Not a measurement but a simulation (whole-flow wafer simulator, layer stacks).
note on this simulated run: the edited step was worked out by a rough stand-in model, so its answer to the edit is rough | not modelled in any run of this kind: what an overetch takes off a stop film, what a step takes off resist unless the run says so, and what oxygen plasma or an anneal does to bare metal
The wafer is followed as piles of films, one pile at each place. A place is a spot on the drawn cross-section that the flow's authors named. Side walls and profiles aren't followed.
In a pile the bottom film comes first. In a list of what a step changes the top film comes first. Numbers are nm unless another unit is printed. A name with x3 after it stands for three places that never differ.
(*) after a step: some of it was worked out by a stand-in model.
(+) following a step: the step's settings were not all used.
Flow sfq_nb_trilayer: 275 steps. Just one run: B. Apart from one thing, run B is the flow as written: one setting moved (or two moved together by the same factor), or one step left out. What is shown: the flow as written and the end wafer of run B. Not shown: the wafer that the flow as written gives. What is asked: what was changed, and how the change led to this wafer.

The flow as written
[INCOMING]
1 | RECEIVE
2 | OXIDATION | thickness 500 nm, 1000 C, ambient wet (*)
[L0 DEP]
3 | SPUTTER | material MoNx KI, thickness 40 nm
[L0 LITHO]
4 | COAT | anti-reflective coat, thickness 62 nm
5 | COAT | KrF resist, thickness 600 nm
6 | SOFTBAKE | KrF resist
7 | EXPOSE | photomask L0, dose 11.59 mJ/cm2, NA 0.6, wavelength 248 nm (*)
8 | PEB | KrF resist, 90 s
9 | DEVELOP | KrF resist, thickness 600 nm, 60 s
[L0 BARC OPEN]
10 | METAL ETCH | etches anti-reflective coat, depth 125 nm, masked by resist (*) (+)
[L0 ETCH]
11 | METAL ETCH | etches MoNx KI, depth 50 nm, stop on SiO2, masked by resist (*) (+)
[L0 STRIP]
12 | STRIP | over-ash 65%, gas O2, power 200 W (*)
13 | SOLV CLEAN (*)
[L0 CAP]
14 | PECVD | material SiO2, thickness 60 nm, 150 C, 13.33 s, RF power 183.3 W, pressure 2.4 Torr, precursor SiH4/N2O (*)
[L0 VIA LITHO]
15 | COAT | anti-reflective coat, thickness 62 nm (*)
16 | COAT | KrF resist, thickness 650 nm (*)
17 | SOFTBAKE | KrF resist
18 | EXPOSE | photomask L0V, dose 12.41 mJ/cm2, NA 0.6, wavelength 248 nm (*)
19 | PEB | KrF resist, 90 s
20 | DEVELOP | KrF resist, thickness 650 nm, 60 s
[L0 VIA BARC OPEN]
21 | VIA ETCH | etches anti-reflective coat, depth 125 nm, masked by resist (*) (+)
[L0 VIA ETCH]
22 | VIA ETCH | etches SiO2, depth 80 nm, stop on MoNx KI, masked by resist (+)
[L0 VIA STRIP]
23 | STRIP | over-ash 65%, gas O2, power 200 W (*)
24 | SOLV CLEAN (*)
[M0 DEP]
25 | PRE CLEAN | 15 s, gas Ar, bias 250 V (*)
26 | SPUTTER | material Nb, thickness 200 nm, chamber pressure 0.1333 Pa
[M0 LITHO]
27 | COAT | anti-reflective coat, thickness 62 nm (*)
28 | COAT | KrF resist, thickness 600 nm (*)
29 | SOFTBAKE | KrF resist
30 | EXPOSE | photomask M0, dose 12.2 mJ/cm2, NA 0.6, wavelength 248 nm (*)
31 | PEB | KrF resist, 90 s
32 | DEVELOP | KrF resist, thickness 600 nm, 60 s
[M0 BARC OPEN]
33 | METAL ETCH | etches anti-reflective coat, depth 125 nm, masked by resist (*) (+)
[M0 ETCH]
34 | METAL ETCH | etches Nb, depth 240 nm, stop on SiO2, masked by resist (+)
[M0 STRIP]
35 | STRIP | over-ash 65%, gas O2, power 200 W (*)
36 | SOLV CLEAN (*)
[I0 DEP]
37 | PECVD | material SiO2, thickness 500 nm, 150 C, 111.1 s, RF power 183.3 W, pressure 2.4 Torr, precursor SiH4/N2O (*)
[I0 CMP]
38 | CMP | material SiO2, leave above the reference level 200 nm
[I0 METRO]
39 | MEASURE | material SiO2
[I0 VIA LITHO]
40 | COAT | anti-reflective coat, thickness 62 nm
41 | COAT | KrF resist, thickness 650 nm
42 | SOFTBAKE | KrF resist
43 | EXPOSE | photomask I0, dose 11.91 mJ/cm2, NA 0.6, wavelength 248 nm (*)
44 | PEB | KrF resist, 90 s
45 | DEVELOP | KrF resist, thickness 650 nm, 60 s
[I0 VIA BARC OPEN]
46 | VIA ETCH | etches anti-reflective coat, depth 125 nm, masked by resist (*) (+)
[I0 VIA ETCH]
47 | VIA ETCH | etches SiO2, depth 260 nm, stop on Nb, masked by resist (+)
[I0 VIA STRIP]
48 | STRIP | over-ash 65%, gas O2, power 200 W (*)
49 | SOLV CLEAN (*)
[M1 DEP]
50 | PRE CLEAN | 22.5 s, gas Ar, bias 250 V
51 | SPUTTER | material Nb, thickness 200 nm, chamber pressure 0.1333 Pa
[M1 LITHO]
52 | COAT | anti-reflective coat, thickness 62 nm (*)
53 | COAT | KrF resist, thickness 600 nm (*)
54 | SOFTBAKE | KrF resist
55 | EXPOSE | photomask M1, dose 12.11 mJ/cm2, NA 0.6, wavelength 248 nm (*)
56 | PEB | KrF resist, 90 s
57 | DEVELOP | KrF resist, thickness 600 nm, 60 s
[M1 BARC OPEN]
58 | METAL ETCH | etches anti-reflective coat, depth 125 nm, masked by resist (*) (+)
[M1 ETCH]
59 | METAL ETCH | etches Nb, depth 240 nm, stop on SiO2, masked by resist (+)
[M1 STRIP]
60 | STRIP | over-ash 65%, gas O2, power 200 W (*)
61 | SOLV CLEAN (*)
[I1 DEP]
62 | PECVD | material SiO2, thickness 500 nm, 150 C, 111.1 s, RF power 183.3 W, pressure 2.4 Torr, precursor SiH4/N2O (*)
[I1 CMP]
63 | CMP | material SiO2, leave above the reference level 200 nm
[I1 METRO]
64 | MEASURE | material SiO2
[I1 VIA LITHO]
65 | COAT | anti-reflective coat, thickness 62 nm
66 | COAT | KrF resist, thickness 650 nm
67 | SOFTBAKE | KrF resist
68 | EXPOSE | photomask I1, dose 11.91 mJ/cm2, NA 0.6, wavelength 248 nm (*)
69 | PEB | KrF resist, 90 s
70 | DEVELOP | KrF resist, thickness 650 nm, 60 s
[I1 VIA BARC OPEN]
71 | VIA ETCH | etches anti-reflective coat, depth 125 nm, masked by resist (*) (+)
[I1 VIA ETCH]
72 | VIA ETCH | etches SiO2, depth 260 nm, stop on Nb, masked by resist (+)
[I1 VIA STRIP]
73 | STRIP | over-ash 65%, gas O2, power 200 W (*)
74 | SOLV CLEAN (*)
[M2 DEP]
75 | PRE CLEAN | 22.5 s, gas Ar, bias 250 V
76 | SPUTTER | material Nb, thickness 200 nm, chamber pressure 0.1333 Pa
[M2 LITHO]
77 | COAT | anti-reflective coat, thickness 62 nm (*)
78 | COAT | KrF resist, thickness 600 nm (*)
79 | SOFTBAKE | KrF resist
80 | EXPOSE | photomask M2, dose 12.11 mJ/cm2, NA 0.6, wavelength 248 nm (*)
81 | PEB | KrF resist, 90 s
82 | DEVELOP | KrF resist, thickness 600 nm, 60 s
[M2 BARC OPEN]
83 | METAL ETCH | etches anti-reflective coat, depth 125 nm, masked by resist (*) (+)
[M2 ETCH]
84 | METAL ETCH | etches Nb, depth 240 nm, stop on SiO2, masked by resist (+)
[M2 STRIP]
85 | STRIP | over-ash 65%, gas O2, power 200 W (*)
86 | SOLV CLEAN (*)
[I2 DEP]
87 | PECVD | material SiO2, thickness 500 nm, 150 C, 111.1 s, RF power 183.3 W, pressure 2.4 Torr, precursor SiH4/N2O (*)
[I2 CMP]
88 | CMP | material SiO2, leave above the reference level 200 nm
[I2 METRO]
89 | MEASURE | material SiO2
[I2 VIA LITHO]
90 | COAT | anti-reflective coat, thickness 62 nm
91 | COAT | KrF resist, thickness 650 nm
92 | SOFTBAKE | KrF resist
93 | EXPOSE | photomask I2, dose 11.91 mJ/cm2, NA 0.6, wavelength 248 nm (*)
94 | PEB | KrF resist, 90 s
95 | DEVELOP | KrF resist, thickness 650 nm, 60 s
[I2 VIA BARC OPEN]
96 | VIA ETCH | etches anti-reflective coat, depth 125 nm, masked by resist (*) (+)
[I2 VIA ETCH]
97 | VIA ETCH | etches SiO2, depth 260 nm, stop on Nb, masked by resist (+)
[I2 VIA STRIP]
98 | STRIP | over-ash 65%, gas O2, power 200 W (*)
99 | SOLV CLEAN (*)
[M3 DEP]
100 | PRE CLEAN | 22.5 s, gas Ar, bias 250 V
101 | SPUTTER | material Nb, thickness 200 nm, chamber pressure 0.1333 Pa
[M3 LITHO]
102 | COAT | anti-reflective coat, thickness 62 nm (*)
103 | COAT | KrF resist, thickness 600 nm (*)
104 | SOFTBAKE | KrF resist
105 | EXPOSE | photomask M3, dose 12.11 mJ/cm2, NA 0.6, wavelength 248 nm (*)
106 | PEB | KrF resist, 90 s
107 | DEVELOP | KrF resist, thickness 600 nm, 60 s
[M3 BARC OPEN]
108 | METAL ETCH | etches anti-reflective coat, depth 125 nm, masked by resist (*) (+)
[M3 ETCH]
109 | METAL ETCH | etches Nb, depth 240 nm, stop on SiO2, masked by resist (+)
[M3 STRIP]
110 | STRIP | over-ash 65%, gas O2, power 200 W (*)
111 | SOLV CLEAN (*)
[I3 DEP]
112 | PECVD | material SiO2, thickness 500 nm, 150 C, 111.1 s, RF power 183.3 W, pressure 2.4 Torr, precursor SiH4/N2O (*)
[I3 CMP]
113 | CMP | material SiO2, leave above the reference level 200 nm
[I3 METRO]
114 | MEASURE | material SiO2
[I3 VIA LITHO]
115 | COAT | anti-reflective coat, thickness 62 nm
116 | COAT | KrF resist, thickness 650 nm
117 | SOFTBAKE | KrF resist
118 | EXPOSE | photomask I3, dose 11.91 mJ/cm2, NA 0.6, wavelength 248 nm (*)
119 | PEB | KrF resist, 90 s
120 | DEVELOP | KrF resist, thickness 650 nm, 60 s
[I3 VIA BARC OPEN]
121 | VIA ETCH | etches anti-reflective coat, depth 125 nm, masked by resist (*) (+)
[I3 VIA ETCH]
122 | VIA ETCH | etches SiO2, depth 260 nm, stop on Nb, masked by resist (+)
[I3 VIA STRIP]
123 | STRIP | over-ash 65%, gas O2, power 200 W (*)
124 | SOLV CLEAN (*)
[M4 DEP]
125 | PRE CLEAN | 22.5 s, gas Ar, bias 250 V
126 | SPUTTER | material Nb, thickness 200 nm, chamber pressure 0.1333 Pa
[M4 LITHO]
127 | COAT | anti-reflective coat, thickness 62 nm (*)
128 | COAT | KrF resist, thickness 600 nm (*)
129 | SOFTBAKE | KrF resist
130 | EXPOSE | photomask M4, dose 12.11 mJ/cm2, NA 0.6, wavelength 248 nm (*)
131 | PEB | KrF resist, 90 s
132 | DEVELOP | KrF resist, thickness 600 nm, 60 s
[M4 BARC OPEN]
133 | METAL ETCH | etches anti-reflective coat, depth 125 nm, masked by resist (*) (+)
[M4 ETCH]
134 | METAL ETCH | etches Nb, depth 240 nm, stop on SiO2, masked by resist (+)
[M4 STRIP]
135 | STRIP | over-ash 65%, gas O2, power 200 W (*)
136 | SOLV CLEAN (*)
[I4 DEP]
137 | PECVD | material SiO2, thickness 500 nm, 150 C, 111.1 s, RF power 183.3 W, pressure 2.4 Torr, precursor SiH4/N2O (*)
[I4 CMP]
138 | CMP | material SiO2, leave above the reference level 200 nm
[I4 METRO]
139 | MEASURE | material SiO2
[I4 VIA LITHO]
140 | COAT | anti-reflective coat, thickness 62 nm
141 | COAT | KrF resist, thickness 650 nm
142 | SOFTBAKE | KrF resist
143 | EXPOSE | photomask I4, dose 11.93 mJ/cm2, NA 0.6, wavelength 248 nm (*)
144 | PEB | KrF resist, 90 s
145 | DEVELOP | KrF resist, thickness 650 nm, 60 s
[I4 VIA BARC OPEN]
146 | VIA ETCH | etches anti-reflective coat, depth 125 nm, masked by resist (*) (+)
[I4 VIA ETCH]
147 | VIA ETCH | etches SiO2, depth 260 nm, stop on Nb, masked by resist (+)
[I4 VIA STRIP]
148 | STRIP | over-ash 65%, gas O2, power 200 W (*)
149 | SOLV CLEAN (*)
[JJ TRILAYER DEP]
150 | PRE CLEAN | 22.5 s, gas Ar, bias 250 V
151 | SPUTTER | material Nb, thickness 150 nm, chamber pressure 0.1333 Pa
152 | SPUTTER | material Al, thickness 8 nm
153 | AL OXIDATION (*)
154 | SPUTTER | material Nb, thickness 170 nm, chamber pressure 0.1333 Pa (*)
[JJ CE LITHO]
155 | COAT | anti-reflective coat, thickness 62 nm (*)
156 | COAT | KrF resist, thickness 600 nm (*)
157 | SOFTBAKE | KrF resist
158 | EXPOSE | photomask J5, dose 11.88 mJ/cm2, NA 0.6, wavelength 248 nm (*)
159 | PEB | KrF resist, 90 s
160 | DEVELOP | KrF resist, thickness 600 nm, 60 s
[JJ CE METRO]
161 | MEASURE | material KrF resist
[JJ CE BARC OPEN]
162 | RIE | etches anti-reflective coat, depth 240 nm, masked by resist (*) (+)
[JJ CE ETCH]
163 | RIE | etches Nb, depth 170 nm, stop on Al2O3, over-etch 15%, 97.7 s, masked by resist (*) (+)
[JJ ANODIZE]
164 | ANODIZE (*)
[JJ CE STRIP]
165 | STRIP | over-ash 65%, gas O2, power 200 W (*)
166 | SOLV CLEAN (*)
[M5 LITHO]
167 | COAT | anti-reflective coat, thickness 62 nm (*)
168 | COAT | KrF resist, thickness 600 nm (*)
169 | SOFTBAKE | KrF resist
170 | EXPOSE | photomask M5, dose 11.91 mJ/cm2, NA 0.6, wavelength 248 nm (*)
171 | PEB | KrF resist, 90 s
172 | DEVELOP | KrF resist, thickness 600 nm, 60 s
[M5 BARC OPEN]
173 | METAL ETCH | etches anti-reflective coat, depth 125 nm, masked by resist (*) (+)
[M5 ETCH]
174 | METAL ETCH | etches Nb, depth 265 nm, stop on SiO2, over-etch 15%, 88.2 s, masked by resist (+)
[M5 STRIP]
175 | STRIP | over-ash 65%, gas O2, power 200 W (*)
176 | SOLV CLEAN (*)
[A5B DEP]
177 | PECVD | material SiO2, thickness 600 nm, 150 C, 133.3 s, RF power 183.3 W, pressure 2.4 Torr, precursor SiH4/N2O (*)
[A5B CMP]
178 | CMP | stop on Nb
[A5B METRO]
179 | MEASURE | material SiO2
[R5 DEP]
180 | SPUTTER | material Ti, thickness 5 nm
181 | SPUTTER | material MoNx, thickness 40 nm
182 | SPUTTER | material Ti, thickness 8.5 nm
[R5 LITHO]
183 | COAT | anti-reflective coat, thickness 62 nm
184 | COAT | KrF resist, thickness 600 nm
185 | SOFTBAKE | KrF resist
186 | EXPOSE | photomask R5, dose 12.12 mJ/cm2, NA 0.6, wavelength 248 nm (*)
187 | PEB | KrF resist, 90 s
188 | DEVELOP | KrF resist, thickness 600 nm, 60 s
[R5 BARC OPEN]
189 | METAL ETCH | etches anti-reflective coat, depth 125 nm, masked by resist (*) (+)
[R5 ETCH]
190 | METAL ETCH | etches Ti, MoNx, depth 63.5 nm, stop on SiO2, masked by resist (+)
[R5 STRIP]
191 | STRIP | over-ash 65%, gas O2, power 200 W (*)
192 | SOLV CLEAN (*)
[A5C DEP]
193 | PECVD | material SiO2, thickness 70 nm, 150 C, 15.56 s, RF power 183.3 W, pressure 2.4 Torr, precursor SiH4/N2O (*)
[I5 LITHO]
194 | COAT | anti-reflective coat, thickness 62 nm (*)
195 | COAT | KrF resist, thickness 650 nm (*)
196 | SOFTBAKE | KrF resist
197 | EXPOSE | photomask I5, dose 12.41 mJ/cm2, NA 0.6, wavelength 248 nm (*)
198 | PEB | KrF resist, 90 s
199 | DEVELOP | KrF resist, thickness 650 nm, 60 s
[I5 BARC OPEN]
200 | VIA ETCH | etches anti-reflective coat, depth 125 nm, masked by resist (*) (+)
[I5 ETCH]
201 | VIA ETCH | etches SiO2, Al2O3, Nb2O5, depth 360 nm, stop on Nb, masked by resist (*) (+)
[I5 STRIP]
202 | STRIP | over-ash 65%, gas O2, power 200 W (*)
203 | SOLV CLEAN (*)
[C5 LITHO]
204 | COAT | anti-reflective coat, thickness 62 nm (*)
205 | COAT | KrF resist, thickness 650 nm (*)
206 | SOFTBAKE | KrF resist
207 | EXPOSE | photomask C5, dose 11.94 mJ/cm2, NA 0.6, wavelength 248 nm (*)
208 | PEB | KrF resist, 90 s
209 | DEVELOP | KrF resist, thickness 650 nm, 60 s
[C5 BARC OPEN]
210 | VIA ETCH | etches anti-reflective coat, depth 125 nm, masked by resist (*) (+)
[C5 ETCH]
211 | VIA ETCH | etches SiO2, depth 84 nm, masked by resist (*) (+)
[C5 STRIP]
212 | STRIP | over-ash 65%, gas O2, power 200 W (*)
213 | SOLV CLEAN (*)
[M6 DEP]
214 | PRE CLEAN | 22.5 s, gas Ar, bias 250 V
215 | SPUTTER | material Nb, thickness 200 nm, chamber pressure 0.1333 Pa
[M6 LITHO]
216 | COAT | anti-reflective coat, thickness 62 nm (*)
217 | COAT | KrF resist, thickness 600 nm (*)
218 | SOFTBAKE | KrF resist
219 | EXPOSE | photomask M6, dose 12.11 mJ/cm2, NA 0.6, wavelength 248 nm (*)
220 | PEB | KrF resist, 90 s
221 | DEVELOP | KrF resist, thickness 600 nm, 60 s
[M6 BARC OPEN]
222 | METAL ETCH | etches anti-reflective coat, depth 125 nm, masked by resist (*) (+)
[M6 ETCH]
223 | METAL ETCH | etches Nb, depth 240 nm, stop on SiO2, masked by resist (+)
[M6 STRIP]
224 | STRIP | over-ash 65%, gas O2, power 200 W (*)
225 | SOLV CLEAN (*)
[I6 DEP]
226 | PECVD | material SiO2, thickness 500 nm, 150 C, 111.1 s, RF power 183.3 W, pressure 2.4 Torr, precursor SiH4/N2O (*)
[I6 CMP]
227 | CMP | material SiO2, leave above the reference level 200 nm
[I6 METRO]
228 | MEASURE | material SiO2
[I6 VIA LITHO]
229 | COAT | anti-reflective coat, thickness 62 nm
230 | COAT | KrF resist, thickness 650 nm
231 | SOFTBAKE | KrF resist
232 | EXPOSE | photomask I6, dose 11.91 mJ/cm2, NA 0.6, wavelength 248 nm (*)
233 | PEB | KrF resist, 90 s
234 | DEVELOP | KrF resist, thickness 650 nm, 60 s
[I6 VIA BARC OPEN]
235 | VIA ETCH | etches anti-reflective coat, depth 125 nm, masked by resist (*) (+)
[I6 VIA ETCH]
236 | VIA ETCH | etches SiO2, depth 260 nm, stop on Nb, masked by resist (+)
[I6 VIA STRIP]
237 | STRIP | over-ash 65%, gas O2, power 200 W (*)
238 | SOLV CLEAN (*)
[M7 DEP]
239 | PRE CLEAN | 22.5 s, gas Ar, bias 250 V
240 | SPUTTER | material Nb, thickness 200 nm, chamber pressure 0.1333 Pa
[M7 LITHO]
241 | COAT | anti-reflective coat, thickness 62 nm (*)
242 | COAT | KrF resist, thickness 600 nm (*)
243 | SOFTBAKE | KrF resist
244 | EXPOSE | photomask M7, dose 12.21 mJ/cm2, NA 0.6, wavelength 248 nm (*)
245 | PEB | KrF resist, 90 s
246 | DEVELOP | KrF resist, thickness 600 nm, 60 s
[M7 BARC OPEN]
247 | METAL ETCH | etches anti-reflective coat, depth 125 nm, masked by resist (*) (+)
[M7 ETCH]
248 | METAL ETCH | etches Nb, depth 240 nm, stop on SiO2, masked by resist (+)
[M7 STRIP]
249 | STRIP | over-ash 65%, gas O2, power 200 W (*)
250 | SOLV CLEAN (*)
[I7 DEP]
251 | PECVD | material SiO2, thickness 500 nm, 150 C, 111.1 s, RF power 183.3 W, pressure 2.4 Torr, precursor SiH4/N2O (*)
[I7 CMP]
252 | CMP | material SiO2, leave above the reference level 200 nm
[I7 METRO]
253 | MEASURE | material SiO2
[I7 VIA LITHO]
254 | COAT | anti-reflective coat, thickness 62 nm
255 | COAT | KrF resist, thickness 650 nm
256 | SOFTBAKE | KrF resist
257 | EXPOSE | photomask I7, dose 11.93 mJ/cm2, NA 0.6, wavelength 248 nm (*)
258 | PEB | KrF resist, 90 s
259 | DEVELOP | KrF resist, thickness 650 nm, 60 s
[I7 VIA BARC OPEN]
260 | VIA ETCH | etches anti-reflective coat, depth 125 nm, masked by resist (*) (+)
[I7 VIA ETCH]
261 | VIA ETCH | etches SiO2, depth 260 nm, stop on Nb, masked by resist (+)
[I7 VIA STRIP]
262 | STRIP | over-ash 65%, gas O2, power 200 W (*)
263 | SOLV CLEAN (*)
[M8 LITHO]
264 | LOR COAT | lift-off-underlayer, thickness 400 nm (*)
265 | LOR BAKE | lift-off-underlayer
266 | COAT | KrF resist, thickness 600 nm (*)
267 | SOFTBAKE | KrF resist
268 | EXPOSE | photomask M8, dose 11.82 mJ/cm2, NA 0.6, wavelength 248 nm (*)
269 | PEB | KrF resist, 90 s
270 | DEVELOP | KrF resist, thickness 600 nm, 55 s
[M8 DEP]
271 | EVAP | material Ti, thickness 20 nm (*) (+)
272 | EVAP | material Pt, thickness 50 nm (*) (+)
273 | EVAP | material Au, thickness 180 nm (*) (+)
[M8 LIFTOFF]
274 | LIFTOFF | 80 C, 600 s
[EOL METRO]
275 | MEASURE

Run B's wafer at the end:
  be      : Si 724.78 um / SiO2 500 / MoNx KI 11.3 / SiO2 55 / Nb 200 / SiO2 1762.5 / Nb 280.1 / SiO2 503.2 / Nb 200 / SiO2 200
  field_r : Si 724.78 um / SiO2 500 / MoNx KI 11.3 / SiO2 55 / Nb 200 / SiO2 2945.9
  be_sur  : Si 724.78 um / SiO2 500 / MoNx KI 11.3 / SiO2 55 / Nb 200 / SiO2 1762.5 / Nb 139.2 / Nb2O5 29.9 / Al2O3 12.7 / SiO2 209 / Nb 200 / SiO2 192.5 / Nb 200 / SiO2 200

What caused this: step 11, METAL ETCH: depth 28.7 nm was run, though the flow has depth 50 nm.

How this came from the change, step by step:
  11 | METAL ETCH | etches MoNx KI, depth 50 nm, stop on SiO2, masked by resist (*) (+)
      v_sur, via_wl, via_w and 97 more: MoNx KI loses 28.7 (it would be, as written: MoNx KI loses 40 (all of it))
      field_l, l0_sur, l0v, l0r_line_l, l0r_line_c, l0r_line_r: KrF resist loses 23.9 (it would be, as written: KrF resist loses 41.7)
  12 | STRIP | over-ash 65%, gas O2, power 200 W (*)
      field_l, l0_sur, l0v, l0r_line_l, l0r_line_c, l0r_line_r: KrF resist loses 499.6 (all of it), anti-reflective coat loses 62 (all of it) (it would be, as written: KrF resist loses 481.9 (all of it), anti-reflective coat loses 62 (all of it))
  14 | PECVD | material SiO2, thickness 60 nm, 150 C, 13.33 s, RF power 183.3 W, pressure 2.4 Torr, precursor SiH4/N2O (*)
      v_sur, via_wl, via_w and 97 more: SiO2 gains 60 (new film) (it would be, as written: SiO2 gains 60)
  15 | COAT | anti-reflective coat, thickness 62 nm (*)
      field_l: anti-reflective coat gains 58 (new film) (it would be, as written: anti-reflective coat gains 56.7 (new film))
      v_sur: anti-reflective coat gains 69.4 (new film) (it would be, as written: anti-reflective coat gains 72.2 (new film))
      (and at 3 other places as well)
  23 | STRIP | over-ash 65%, gas O2, power 200 W (*)
      field_l: KrF resist loses 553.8 (all of it), anti-reflective coat loses 58 (all of it) (it would be, as written: KrF resist loses 551.4 (all of it), anti-reflective coat loses 56.7 (all of it))
      v_sur: KrF resist loses 567.2 (all of it), anti-reflective coat loses 69.4 (all of it) (it would be, as written: KrF resist loses 570.5 (all of it), anti-reflective coat loses 72.2 (all of it))
      (and at 3 other places as well)
  27 | COAT | anti-reflective coat, thickness 62 nm (*)
      field_l: anti-reflective coat gains 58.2 (new film) (it would be, as written: anti-reflective coat gains 56.9 (new film))
      v_sur: anti-reflective coat gains 69.5 (new film) (it would be, as written: anti-reflective coat gains 72.3 (new film))
      (and at 3 other places as well)
  35 | STRIP | over-ash 65%, gas O2, power 200 W (*)
      field_l: KrF resist loses 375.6 (all of it), anti-reflective coat loses 58.2 (all of it) (it would be, as written: KrF resist loses 372.9 (all of it), anti-reflective coat loses 56.9 (all of it))
      v_sur: KrF resist loses 388.8 (all of it), anti-reflective coat loses 69.5 (all of it) (it would be, as written: KrF resist loses 391.6 (all of it), anti-reflective coat loses 72.3 (all of it))
      (and at 3 other places as well)
  38 | CMP | material SiO2, leave above the reference level 200 nm
      field_l, l0_sur, l0r_line_l, l0r_line_c, l0r_line_r: SiO2 loses 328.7 (it would be, as written: SiO2 loses 340)
      l0v: SiO2 loses 266.5 (it would be, as written: SiO2 loses 277.8)
If metal films that touch count as one body, be has 4 bodies (between them, from the top down: SiO2 503.2; SiO2 1762.5; SiO2 55); the flow as written gives 3 bodies (between them, from the top down: SiO2 503.2; SiO2 1762.5).
If metal films that touch count as one body, field_r has 2 bodies (between them, from the top down: SiO2 55); the flow as written gives 1 body.
If metal films that touch count as one body, be_sur has 5 bodies (between them, from the top down: SiO2 192.5; SiO2 209 / Al2O3 12.7 / Nb2O5 29.9; SiO2 1762.5; SiO2 55); the flow as written gives 4 bodies (between them, from the top down: SiO2 192.5; SiO2 209 / Al2O3 12.7 / Nb2O5 29.9; SiO2 1762.5).
